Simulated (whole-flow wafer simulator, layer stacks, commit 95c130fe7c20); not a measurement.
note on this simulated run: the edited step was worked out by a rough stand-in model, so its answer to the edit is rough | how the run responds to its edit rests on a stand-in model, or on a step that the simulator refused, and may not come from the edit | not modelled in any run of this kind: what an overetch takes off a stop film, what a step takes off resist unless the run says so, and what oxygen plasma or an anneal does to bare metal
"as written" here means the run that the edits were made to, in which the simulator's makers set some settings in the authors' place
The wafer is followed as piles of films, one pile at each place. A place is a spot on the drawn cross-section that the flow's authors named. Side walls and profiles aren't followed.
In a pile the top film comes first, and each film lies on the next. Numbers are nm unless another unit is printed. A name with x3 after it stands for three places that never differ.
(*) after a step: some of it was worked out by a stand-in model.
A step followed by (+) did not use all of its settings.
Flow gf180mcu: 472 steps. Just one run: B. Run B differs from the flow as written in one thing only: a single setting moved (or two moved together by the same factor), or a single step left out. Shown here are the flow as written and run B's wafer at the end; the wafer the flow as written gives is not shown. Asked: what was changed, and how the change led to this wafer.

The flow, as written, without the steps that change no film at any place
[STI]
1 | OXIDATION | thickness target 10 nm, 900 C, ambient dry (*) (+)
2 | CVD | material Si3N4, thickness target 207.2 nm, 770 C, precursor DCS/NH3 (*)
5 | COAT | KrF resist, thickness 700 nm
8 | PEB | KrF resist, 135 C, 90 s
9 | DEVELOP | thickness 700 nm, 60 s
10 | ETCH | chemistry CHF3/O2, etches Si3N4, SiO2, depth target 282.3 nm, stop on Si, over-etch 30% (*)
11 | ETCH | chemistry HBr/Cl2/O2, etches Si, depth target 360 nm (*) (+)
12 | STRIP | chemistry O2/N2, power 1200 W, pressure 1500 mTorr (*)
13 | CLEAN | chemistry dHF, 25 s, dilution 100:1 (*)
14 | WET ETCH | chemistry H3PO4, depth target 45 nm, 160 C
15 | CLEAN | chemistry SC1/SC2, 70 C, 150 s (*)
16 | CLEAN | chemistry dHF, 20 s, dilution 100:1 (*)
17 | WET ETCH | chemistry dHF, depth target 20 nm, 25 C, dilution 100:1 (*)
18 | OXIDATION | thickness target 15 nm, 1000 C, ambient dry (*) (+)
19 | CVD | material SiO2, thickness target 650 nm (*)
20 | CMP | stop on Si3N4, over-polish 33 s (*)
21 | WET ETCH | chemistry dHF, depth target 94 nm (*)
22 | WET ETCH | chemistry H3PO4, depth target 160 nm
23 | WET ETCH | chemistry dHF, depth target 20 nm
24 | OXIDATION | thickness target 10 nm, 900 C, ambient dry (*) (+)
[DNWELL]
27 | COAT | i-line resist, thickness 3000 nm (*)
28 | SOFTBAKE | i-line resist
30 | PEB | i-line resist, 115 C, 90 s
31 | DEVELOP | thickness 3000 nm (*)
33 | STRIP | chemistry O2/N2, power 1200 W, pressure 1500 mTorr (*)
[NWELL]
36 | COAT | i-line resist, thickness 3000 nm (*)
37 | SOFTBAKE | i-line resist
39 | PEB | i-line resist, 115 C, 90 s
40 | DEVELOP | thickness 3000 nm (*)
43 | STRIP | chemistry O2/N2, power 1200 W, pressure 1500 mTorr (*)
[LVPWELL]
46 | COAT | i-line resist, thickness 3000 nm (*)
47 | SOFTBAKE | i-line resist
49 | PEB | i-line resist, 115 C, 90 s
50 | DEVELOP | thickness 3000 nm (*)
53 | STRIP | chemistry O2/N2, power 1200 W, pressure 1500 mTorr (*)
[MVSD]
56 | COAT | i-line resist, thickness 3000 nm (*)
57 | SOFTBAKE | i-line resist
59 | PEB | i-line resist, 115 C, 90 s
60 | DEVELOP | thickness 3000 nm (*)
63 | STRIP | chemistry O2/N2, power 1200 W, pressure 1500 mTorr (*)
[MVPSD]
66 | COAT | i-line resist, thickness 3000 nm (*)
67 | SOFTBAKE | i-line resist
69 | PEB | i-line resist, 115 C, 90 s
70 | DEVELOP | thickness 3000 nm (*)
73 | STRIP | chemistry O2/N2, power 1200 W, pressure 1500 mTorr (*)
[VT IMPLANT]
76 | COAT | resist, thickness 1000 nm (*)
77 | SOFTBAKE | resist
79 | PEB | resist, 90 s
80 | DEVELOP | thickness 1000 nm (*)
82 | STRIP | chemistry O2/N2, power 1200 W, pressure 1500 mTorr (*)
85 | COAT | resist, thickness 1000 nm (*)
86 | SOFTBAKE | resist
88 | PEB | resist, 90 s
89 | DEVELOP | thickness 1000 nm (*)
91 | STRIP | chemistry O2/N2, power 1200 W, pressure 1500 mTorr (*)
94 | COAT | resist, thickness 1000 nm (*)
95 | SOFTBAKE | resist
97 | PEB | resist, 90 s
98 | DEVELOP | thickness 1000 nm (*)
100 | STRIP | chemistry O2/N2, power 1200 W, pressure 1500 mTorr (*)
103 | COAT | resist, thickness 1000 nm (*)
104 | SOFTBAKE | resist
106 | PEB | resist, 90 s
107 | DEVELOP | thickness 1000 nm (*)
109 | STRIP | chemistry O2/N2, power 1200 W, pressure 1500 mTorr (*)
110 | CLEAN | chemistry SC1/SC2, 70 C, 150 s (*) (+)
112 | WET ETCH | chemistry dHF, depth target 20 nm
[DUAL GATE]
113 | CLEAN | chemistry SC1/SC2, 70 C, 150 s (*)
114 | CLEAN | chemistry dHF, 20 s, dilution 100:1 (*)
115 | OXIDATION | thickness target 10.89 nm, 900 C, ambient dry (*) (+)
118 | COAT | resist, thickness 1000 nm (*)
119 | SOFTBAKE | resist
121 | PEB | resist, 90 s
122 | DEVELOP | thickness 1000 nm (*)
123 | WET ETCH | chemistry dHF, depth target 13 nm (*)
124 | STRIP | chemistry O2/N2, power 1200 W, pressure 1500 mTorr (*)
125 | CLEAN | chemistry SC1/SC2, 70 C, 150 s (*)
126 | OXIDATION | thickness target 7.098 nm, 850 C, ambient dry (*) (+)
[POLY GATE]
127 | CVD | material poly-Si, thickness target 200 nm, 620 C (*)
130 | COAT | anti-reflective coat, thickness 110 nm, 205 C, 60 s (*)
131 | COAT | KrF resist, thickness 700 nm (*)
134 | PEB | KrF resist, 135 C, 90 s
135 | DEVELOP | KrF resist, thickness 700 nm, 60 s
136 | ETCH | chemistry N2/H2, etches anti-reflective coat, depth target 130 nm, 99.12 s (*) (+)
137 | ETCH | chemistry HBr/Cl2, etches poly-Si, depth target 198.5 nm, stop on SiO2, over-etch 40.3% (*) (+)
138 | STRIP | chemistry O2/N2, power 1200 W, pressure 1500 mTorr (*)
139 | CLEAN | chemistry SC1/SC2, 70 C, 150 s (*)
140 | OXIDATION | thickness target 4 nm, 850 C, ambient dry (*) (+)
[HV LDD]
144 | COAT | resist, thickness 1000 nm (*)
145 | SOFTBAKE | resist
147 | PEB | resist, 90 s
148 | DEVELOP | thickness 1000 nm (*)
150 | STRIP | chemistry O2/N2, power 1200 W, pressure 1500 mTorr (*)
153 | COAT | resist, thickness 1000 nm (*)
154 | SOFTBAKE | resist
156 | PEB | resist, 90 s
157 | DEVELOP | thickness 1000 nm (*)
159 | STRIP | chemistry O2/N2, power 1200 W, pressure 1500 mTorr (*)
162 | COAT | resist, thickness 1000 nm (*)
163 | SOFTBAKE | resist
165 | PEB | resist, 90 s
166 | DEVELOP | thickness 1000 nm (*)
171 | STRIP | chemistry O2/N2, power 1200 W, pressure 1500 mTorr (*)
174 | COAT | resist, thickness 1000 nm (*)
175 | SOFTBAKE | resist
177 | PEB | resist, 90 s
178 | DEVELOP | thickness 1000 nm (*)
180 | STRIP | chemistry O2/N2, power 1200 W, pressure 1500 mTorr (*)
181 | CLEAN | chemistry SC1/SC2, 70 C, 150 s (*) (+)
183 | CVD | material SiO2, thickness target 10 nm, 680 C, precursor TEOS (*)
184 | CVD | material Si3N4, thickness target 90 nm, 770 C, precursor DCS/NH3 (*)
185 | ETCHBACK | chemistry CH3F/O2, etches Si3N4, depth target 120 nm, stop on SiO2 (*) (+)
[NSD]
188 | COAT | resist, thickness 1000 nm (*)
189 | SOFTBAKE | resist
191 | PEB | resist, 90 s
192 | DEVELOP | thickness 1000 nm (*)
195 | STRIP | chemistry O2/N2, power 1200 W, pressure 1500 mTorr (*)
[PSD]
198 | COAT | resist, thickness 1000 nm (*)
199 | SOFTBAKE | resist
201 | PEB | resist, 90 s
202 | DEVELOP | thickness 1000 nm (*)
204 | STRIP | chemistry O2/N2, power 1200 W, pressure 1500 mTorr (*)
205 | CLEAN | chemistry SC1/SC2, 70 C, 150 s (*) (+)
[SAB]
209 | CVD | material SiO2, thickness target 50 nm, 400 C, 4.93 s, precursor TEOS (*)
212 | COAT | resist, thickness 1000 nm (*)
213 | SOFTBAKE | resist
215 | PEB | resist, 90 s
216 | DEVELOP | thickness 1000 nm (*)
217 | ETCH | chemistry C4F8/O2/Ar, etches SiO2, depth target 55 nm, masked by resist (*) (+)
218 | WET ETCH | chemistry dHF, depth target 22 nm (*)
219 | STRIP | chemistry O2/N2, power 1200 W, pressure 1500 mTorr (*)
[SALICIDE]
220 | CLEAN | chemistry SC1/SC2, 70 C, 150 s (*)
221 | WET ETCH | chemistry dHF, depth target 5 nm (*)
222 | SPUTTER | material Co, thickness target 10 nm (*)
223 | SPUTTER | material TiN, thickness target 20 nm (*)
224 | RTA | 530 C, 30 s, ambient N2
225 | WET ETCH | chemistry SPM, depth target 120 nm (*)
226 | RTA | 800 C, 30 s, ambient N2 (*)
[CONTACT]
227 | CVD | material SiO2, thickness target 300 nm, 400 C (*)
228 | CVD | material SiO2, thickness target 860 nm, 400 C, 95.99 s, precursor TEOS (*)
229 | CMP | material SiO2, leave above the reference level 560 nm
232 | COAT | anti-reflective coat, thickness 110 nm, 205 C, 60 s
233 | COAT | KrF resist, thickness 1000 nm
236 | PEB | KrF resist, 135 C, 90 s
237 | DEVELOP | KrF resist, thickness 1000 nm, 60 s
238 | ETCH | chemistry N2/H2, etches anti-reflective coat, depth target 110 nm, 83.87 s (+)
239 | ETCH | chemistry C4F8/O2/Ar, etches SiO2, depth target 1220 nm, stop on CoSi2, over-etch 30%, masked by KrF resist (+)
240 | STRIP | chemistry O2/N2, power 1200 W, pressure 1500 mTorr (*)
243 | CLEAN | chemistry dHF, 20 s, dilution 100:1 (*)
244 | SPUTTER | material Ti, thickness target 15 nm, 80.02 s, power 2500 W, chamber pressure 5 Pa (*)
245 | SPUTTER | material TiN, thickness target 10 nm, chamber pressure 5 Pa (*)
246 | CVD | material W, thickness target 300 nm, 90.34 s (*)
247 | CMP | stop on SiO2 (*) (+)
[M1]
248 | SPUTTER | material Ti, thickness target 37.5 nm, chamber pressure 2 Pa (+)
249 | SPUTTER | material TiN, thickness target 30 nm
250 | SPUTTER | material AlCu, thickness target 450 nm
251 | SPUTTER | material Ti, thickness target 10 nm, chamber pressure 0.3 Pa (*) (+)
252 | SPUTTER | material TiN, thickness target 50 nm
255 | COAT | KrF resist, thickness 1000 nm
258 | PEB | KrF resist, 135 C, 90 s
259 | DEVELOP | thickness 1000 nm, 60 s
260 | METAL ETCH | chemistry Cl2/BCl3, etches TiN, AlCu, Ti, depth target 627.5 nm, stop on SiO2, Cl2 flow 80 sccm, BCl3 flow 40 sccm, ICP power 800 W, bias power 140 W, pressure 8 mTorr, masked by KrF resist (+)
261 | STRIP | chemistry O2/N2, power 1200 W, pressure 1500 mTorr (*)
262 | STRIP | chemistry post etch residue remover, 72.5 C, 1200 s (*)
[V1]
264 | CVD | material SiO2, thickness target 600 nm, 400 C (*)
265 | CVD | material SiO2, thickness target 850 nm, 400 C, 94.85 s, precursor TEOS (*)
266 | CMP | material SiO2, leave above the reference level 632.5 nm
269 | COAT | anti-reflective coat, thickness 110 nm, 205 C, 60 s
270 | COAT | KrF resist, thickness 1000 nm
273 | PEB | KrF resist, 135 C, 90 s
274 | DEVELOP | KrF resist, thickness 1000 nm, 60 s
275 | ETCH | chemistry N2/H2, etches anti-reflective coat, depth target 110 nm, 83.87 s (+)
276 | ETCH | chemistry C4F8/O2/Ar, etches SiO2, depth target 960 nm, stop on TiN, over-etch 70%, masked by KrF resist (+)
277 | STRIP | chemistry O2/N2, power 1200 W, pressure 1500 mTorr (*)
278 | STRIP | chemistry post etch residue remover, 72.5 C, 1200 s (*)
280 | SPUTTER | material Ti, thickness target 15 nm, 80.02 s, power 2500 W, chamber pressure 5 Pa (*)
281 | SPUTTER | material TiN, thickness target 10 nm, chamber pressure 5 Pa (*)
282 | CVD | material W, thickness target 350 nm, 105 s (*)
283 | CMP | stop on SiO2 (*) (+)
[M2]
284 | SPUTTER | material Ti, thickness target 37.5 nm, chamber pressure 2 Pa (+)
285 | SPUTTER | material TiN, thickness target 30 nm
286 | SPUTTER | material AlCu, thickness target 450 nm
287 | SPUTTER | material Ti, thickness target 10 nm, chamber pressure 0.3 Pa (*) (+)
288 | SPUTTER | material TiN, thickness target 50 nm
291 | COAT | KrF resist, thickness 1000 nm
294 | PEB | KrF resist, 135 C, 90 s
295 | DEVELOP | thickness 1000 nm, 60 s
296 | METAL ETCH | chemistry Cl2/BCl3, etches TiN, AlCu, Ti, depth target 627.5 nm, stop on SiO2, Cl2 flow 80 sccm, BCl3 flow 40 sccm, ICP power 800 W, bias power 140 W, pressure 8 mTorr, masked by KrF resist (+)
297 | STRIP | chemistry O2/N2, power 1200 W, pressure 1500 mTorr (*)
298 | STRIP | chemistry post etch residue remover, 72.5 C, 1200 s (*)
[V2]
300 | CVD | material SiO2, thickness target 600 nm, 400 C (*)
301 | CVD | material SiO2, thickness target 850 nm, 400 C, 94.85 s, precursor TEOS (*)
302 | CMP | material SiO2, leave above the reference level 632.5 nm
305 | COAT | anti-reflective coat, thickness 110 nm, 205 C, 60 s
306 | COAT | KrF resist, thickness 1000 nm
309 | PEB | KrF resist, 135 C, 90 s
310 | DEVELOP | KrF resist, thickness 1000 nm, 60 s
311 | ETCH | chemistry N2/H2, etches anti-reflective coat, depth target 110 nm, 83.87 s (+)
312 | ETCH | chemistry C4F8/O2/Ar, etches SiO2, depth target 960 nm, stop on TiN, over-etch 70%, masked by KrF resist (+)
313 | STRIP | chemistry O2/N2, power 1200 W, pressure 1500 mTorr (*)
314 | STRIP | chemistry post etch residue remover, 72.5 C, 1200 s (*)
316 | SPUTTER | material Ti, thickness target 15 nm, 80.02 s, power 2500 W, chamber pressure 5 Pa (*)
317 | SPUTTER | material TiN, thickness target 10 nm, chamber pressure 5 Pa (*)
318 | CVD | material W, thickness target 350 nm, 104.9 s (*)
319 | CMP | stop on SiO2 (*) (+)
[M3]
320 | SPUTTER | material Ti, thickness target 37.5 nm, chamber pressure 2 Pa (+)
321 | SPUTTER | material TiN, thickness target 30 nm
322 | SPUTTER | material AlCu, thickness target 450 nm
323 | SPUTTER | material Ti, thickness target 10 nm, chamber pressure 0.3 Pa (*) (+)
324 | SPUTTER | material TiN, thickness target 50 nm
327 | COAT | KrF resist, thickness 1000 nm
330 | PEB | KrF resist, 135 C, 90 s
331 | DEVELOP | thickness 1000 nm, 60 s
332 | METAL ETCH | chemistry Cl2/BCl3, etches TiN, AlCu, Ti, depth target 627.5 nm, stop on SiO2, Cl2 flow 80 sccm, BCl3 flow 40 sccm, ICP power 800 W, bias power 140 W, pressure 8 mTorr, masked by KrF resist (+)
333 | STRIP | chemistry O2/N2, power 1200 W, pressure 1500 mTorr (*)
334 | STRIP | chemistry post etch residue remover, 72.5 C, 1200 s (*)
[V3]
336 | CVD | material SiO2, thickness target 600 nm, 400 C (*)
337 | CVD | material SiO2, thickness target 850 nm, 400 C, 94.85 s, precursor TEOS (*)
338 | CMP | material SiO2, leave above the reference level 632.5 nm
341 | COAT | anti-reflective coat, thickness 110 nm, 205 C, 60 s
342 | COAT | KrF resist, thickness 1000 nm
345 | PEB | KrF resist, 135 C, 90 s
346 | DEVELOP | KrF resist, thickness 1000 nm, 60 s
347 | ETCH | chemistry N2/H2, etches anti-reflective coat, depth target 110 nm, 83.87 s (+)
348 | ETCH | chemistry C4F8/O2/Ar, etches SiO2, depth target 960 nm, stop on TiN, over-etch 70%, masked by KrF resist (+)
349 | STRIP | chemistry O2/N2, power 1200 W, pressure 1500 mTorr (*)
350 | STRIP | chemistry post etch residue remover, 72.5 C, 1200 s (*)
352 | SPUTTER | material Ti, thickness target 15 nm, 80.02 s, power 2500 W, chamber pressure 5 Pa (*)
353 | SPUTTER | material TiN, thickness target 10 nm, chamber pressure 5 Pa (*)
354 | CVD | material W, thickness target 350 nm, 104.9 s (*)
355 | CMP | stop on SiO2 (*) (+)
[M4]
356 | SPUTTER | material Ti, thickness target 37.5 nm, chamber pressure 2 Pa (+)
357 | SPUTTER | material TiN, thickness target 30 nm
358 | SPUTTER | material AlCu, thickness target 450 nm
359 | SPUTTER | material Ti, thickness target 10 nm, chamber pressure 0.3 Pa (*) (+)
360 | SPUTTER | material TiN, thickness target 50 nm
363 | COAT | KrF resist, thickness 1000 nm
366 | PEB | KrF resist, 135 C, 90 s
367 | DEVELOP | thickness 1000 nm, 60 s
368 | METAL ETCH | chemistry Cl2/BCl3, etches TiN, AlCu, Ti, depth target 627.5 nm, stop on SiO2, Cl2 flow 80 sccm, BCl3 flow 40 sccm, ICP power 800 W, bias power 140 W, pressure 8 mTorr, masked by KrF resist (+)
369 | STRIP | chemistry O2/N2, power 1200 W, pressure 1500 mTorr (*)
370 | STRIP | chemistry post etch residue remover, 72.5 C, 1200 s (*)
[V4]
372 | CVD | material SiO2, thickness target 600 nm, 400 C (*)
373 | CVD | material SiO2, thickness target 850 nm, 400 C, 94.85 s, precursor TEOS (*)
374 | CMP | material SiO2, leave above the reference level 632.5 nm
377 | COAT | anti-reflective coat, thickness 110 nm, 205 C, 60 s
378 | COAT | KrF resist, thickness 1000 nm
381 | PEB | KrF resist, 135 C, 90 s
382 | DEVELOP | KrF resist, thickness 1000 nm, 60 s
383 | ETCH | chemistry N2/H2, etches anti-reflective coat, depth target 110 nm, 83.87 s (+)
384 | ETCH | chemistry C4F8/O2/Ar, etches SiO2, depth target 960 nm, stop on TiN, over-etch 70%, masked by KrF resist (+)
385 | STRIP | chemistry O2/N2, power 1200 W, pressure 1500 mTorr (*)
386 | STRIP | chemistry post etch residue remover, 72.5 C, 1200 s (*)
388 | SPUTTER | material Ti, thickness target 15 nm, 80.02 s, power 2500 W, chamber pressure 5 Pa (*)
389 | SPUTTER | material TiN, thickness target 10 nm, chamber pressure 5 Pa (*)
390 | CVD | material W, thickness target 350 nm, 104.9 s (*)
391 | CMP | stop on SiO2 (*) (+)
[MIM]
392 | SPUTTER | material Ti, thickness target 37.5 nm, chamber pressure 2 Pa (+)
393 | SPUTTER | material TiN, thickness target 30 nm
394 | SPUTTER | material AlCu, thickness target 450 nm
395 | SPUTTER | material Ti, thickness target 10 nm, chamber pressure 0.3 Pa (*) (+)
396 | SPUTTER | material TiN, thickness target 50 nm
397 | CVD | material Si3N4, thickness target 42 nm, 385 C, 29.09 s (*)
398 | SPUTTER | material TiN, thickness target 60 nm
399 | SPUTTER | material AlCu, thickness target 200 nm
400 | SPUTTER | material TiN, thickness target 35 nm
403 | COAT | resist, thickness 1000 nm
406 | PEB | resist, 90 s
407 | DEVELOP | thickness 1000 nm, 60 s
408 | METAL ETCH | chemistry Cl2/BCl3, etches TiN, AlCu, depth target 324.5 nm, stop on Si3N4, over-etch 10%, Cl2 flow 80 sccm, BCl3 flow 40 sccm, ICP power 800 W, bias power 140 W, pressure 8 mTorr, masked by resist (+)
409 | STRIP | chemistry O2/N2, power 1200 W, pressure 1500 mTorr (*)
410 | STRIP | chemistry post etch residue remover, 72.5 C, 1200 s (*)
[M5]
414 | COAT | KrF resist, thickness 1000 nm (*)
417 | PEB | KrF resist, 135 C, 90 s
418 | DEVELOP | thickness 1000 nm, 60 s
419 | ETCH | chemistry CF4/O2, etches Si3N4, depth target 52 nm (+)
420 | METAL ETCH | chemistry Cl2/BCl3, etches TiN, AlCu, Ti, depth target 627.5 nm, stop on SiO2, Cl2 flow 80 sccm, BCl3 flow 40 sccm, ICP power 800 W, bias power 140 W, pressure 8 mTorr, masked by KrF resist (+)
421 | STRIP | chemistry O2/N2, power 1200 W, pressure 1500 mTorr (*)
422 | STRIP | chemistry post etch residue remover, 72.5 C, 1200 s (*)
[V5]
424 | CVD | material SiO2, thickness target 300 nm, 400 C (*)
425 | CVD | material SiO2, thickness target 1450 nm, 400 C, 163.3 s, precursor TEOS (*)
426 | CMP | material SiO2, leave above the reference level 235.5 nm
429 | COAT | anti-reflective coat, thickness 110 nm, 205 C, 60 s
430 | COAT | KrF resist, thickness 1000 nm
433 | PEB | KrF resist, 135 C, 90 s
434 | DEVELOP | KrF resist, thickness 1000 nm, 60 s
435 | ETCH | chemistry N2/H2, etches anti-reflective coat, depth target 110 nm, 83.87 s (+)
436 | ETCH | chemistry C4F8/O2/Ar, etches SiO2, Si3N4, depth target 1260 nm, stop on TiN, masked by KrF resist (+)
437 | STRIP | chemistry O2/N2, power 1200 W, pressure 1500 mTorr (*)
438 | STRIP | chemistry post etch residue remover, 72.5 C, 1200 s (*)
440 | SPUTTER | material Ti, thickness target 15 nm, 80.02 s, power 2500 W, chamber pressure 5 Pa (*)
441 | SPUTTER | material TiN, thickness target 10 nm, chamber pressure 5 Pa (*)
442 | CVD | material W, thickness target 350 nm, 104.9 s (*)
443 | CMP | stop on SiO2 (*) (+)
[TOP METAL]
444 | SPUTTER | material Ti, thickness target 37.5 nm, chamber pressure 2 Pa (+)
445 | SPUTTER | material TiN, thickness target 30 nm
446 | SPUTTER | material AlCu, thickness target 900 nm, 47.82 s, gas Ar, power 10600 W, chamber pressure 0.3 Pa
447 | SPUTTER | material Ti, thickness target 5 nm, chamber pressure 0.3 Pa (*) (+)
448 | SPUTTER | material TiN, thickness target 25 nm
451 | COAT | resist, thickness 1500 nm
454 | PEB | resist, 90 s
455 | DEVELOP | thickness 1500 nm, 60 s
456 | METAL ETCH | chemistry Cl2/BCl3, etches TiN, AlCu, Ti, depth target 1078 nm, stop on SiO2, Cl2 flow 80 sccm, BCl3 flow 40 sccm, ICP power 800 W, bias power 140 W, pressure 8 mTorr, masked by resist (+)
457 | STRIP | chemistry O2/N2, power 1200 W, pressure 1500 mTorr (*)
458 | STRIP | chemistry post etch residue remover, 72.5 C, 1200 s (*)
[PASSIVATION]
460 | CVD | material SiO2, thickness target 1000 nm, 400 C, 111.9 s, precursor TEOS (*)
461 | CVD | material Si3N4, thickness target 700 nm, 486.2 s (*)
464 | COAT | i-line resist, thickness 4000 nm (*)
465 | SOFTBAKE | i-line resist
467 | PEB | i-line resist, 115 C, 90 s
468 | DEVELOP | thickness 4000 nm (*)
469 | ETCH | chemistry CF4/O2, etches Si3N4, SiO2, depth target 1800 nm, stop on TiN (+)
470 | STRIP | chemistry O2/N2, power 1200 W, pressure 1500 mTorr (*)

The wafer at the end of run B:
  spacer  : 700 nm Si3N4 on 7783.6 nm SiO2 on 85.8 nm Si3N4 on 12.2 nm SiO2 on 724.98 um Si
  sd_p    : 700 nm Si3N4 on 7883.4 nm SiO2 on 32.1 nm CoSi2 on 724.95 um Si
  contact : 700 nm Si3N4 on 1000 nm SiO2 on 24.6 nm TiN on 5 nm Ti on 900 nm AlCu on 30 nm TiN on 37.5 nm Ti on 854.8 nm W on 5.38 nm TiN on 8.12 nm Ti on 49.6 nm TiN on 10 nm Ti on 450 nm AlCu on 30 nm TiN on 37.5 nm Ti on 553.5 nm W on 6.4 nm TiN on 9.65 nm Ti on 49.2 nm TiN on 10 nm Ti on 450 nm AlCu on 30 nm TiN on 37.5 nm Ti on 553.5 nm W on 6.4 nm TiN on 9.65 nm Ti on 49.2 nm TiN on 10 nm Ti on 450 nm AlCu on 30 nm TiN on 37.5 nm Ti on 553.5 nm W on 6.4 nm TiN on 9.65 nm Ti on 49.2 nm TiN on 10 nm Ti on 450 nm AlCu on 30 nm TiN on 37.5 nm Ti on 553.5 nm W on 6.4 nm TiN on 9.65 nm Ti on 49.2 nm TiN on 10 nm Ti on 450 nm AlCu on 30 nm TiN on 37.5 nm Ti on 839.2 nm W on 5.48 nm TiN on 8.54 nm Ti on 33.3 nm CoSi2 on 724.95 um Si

The reason: step 183, CVD: thickness target 5 nm was run, though the flow has thickness target 10 nm.

Step by step, how the change led to this:
  183 | CVD | material SiO2, thickness target 10 nm, 680 C, precursor TEOS (*)
      field, field__w1, field__w2 and 99 more: +5 SiO2 (in the flow as written it would be: +10 SiO2)
      ld_drift_p: +4.93 SiO2 (in the flow as written it would be: +9.87 SiO2)
      (and at 1 other place as well)
  189 | SOFTBAKE | resist
      field: -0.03 resist (in the flow as written it would be: +0.95 resist)
      active_hv: +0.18 resist (in the flow as written it would be: +0.78 resist)
      (and at 1 other place as well)
  199 | SOFTBAKE | resist
      field: -0.03 resist (in the flow as written it would be: +0.95 resist)
      active_hv: +0.18 resist (in the flow as written it would be: +0.78 resist)
      (and at 1 other place as well)
  218 | WET ETCH | chemistry dHF, depth target 22 nm (*)
      gate, gate_hv, gate_p and 23 more: -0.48 SiO2 (all of it) (in the flow as written it would be: -5.48 SiO2 (all of it))
      active, p_well, sd_n, iso_ptap_pw, iso_ntap_nw, iso_ptap_sub, vpnp_e: -4.01 SiO2 (all of it) (in the flow as written it would be: -9.01 SiO2 (all of it))
      (and at 16 other places as well)
  229 | CMP | material SiO2, leave above the reference level 560 nm
      field_sub, field_sub__w2: -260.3 SiO2 (in the flow as written it would be: -265.7 SiO2)
      field__w2: -244 SiO2 (in the flow as written it would be: -250.1 SiO2)
      (and at 6 other places as well)
